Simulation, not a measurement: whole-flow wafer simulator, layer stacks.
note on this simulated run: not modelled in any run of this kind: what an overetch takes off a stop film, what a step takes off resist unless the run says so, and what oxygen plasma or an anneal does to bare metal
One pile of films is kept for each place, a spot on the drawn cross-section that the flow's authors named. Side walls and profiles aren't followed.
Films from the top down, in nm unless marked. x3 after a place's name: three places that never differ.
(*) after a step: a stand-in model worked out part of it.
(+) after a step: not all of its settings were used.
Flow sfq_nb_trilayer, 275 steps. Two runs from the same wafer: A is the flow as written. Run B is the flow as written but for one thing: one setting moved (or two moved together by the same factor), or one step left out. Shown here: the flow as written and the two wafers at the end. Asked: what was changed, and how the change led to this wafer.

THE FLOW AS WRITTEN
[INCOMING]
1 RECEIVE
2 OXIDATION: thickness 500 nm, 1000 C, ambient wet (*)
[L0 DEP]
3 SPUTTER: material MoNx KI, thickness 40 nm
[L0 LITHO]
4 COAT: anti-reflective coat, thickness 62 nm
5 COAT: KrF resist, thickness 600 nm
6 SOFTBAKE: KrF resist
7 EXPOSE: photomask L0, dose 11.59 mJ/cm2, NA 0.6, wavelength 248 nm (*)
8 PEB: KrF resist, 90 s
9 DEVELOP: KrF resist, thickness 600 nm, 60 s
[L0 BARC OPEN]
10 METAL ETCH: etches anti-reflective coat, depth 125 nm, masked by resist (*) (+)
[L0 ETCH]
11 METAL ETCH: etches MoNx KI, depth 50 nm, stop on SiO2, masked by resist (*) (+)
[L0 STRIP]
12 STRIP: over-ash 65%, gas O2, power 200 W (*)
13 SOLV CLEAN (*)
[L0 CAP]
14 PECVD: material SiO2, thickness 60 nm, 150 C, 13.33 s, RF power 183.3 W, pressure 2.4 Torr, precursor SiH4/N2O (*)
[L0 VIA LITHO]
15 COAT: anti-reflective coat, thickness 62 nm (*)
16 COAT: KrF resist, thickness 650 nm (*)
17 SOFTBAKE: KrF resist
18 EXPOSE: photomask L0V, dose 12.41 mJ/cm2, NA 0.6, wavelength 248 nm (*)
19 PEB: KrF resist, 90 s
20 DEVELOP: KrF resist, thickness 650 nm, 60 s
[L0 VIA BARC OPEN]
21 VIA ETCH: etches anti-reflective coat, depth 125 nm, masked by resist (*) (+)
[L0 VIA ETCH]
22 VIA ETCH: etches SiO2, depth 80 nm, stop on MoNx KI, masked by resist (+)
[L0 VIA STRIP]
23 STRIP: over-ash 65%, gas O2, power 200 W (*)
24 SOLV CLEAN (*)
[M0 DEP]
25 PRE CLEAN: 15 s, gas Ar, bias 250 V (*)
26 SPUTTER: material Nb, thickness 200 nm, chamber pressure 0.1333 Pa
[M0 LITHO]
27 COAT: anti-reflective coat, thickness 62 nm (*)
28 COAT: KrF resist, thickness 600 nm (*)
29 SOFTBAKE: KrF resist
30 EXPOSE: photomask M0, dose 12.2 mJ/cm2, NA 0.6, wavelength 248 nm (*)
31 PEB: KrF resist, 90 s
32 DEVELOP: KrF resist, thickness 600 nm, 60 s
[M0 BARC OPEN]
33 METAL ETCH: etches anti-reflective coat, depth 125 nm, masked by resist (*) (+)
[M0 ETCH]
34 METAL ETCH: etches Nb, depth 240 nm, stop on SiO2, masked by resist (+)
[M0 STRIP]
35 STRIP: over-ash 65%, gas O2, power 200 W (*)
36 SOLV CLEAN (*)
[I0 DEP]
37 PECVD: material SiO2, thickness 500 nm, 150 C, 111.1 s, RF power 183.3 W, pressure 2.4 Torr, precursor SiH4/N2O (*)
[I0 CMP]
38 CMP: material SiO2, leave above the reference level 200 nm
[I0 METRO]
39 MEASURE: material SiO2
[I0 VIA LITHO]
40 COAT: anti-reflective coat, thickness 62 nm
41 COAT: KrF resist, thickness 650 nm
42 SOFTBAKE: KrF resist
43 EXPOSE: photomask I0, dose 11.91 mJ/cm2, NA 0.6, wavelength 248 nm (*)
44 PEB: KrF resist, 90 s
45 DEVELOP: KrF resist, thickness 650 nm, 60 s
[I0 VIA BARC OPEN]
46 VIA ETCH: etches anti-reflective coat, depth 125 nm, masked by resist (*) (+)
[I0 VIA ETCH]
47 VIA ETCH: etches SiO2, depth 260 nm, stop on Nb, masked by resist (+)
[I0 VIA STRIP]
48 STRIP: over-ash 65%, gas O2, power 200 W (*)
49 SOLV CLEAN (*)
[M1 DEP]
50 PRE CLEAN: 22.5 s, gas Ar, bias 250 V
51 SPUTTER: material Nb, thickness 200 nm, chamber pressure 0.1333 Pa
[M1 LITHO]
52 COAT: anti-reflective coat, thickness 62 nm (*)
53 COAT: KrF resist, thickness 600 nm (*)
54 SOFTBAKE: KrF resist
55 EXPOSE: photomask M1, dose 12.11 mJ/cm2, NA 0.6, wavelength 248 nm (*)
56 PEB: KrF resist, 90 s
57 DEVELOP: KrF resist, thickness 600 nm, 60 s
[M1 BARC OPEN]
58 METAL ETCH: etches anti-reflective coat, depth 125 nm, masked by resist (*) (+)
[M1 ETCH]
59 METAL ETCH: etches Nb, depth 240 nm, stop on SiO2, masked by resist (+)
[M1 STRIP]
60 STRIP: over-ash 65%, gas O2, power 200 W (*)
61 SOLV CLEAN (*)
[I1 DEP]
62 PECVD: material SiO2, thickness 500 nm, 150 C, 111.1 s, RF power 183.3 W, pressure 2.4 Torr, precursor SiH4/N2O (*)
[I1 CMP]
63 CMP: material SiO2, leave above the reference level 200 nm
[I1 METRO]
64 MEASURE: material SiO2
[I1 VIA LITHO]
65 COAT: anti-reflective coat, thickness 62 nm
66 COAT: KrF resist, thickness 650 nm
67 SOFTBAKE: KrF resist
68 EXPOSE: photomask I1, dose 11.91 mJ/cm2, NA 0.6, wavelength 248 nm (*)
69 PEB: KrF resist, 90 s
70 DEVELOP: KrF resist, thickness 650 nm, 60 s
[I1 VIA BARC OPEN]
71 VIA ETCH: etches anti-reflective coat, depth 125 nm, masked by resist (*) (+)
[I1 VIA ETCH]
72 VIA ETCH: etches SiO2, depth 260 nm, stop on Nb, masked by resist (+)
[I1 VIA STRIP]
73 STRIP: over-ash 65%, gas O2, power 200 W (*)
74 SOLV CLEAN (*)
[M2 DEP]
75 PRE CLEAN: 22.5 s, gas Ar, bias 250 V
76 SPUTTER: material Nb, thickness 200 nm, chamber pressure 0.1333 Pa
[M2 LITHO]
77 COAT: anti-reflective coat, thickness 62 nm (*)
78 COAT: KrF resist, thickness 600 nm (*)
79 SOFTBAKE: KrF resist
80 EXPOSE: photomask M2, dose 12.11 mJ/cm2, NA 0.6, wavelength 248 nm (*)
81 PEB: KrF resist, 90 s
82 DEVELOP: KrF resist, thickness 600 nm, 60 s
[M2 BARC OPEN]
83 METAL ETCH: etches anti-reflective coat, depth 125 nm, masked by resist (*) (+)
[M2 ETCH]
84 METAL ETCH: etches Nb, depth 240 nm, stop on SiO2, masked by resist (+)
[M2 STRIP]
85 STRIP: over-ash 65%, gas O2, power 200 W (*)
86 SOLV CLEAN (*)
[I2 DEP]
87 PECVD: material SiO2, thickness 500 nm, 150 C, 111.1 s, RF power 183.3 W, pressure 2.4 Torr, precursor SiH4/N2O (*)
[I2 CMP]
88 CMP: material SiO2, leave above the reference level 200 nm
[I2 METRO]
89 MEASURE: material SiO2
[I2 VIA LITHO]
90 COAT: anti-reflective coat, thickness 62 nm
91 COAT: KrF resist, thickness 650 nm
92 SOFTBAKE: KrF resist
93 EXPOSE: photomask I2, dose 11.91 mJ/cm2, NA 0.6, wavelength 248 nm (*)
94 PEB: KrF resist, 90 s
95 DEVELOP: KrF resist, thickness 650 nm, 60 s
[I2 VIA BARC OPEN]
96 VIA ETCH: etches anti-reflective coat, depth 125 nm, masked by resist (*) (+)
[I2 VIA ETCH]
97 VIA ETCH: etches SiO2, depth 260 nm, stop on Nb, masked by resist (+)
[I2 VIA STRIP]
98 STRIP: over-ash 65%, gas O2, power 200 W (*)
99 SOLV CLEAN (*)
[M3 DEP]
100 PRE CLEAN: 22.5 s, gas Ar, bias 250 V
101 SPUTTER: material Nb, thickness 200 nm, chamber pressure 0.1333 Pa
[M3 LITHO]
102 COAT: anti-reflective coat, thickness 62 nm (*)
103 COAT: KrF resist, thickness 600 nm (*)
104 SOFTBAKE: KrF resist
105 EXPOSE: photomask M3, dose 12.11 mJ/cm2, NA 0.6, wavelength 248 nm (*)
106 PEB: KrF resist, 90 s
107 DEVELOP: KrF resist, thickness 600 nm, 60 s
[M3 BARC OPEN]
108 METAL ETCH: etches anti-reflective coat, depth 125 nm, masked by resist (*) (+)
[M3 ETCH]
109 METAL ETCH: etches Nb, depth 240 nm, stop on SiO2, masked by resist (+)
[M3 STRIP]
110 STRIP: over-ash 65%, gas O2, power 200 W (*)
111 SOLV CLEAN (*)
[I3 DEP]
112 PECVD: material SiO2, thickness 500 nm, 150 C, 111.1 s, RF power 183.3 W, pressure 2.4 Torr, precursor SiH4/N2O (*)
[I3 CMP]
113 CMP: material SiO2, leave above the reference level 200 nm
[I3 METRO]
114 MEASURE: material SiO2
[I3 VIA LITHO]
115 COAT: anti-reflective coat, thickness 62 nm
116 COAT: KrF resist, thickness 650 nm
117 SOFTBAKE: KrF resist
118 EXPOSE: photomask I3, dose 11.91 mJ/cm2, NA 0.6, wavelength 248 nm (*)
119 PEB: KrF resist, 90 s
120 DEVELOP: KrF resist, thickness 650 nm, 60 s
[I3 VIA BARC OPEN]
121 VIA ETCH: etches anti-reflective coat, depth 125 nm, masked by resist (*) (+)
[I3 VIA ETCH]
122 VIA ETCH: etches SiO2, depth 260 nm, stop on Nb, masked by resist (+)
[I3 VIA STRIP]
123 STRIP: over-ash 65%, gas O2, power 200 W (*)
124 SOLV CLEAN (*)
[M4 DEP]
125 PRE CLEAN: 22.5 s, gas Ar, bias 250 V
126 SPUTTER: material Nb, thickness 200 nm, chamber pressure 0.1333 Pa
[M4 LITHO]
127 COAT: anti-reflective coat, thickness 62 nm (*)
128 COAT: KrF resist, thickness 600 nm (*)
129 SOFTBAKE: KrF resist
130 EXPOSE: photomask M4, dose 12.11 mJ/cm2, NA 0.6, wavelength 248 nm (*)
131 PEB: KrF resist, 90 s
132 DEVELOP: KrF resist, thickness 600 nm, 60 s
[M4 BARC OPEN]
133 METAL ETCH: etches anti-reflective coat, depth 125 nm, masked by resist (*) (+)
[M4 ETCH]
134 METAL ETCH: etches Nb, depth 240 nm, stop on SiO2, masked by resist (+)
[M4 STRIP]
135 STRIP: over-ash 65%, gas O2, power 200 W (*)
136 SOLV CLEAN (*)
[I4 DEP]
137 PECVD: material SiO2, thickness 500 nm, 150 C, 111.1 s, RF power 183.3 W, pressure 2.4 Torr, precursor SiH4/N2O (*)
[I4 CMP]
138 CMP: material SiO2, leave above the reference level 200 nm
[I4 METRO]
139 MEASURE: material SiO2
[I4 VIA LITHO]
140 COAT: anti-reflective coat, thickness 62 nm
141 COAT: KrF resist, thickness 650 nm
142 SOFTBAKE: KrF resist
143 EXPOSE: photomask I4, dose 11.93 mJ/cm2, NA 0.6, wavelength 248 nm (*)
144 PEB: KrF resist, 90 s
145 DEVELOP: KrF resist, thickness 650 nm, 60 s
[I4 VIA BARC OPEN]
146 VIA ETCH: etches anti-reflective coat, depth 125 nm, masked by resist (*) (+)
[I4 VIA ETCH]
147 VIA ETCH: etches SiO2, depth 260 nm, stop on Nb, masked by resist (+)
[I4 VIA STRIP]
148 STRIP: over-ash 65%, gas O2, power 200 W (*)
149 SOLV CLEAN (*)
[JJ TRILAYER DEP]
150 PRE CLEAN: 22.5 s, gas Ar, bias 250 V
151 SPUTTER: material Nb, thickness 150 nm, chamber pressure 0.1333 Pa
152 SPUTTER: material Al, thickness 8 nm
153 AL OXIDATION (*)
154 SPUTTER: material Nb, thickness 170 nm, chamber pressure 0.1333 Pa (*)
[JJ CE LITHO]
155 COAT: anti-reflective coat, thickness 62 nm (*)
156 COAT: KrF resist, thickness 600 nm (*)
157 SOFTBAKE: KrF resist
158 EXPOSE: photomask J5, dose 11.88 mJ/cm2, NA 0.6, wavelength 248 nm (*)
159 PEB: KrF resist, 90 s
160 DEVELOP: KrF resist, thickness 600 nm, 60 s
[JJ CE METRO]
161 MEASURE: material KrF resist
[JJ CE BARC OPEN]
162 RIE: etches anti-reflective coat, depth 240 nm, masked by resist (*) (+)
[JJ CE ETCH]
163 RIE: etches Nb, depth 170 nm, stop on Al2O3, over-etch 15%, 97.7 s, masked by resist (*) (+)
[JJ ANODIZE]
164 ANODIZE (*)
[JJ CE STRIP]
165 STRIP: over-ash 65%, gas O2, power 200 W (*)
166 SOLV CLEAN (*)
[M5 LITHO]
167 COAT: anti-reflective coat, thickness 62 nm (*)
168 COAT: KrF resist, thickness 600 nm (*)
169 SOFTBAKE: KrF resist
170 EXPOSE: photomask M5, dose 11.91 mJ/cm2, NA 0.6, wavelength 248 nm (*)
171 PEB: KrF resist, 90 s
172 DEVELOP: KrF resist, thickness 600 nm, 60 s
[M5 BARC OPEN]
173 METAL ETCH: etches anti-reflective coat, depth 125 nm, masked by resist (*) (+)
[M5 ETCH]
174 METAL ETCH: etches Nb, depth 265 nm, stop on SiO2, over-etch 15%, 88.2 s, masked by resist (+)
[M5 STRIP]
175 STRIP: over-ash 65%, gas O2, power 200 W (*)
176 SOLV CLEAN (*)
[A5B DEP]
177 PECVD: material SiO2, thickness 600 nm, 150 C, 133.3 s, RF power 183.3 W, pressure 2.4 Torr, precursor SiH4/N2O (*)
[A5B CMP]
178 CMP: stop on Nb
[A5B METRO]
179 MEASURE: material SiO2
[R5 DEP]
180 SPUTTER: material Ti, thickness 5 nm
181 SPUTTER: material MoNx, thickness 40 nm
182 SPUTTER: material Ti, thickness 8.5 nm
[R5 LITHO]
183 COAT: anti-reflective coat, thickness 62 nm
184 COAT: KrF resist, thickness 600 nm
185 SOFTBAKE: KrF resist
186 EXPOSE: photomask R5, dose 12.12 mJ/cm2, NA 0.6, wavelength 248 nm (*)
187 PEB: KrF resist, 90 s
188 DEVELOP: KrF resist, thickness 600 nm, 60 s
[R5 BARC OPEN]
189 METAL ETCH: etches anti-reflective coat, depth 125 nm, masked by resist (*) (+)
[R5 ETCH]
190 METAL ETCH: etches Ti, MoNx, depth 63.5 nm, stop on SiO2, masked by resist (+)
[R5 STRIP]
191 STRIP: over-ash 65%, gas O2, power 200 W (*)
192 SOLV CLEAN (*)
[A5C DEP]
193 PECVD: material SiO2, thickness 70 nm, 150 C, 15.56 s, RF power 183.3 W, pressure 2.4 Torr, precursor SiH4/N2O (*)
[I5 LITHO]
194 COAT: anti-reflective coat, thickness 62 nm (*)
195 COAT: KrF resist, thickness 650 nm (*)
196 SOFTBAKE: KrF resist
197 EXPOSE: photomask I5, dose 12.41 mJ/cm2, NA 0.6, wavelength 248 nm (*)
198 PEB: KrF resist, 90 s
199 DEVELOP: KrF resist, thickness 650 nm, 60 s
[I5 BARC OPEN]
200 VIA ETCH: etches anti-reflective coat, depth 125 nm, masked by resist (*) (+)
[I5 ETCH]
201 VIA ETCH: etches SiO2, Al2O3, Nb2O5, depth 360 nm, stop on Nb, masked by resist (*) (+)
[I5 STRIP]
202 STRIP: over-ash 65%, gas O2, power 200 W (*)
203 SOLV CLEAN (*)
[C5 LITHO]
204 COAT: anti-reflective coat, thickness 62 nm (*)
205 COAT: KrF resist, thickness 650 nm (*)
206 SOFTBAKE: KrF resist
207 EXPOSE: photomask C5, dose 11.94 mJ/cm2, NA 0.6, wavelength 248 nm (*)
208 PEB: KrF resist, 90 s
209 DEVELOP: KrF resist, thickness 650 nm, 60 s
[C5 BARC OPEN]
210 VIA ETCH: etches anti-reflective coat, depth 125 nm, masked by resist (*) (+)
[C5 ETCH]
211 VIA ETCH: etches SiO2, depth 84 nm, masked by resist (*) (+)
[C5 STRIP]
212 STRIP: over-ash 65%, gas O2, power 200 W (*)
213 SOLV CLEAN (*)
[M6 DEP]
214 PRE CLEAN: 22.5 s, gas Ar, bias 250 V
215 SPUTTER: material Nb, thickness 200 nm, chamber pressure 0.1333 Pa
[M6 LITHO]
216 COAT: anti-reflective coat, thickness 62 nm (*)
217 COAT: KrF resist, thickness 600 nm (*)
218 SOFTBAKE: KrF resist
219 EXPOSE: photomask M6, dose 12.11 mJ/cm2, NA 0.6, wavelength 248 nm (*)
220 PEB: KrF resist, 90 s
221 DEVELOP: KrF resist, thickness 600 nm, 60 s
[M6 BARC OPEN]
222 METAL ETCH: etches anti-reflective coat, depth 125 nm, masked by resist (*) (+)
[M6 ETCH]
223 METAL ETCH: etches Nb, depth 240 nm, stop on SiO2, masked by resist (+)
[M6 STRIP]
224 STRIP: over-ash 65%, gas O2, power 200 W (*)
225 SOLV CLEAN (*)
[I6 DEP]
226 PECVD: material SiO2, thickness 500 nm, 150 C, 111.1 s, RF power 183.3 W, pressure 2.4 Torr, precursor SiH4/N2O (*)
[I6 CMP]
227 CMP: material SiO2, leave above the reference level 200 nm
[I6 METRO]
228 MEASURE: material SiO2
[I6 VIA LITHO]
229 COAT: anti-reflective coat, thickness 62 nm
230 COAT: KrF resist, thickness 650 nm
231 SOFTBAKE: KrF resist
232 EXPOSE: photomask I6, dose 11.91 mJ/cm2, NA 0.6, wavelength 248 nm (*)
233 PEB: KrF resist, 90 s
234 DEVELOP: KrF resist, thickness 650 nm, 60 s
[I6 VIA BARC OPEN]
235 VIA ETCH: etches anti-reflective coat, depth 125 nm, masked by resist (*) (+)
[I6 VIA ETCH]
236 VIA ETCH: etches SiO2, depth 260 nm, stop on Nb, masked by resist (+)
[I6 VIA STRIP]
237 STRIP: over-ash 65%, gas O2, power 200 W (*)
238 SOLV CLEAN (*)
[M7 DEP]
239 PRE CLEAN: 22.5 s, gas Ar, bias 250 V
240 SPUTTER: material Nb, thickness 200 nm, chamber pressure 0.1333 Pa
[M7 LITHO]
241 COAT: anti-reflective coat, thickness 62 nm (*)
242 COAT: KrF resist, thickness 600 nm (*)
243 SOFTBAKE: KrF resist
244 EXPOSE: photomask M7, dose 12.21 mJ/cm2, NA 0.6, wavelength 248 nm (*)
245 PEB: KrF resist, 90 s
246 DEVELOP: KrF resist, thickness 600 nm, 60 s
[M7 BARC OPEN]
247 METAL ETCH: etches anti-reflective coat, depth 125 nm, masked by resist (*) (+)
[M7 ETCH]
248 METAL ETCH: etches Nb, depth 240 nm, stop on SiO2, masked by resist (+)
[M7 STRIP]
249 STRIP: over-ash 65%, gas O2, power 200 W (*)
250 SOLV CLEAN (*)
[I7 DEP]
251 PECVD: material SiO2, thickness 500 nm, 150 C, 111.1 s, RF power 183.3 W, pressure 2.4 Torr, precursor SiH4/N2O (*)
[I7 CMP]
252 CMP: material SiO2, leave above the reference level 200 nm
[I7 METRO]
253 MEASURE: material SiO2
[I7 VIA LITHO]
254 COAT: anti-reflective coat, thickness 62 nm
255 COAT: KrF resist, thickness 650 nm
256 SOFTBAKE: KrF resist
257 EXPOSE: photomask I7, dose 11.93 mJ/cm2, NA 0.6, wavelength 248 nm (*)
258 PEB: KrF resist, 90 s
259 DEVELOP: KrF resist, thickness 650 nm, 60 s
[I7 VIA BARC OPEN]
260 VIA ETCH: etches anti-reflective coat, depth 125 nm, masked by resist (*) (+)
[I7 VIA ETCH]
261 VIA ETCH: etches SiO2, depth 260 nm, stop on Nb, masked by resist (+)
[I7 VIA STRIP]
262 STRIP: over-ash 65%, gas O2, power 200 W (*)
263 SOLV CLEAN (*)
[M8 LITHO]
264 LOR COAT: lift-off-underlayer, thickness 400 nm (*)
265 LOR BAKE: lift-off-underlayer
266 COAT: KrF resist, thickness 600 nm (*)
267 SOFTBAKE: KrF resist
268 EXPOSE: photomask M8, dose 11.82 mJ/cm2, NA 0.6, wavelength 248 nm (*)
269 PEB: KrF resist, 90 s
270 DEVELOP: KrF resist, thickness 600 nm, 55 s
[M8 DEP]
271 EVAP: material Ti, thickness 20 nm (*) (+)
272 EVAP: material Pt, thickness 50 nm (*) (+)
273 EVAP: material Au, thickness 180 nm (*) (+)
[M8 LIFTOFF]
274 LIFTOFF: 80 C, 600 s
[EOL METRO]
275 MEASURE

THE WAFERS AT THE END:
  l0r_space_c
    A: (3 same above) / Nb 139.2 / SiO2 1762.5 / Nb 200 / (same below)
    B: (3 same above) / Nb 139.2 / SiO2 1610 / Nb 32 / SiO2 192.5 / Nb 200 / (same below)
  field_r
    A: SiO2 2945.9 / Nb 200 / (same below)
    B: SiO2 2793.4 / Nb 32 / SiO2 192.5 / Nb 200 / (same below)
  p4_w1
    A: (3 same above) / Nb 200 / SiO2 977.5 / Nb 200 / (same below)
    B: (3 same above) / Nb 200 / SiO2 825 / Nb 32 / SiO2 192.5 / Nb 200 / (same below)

The cause: step 51, SPUTTER: thickness 272 nm was run, where the flow has thickness 200 nm.

How the change led to this, step by step:
  51 SPUTTER: material Nb, thickness 200 nm, chamber pressure 0.1333 Pa
      field_l, v_sur, via_wl and 102 more: A Nb +200 (new film) | B Nb +272 (new film)
      via_w: A Nb +174.5 | B Nb +238.3
  52 COAT: anti-reflective coat, thickness 62 nm (*)
      via_wr: A anti-reflective coat +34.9 (new film) | B anti-reflective coat +33.4 (new film)
  59 METAL ETCH: etches Nb, depth 240 nm, stop on SiO2, masked by resist (+)
      field_l, be, be_sur and 79 more: A Nb -200 (all of it) | B Nb -240
  60 STRIP: over-ash 65%, gas O2, power 200 W (*)
      via_wr: A KrF resist -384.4 (all of it), anti-reflective coat -34.9 (all of it) | B KrF resist -384.8 (all of it), anti-reflective coat -33.4 (all of it)
  62 PECVD: material SiO2, thickness 500 nm, 150 C, 111.1 s, RF power 183.3 W, pressure 2.4 Torr, precursor SiH4/N2O (*)
      field_l, be, be_sur and 72 more: A SiO2 +500 | B SiO2 +500 (new film)
      lsp_m, ln_m6, lsp_r, l0_sur, l0v: A SiO2 +494.9 | B SiO2 +493.9 (new film)
      (and at 3 more places)
  63 CMP: material SiO2, leave above the reference level 200 nm
      field_l, be, be_sur and 72 more: A SiO2 -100 | B SiO2 -60
      lsp_m, ln_m6, lsp_r, l0_sur, l0v: A SiO2 -94.9 | B SiO2 -53.9
      (and at 1 more place)
Counting metal films that touch as one body, l0r_space_c has 3 bodies (between them, from the top down: SiO2 1610; SiO2 192.5); the flow as written gives 2 bodies (between them, from the top down: SiO2 1762.5).
Counting metal films that touch as one body, field_r has 2 bodies (between them, from the top down: SiO2 192.5); the flow as written gives 1 body.
Counting metal films that touch as one body, p4_w1 has 4 bodies (between them, from the top down: SiO2 192.5; SiO2 825; SiO2 192.5); the flow as written gives 3 bodies (between them, from the top down: SiO2 192.5; SiO2 977.5).
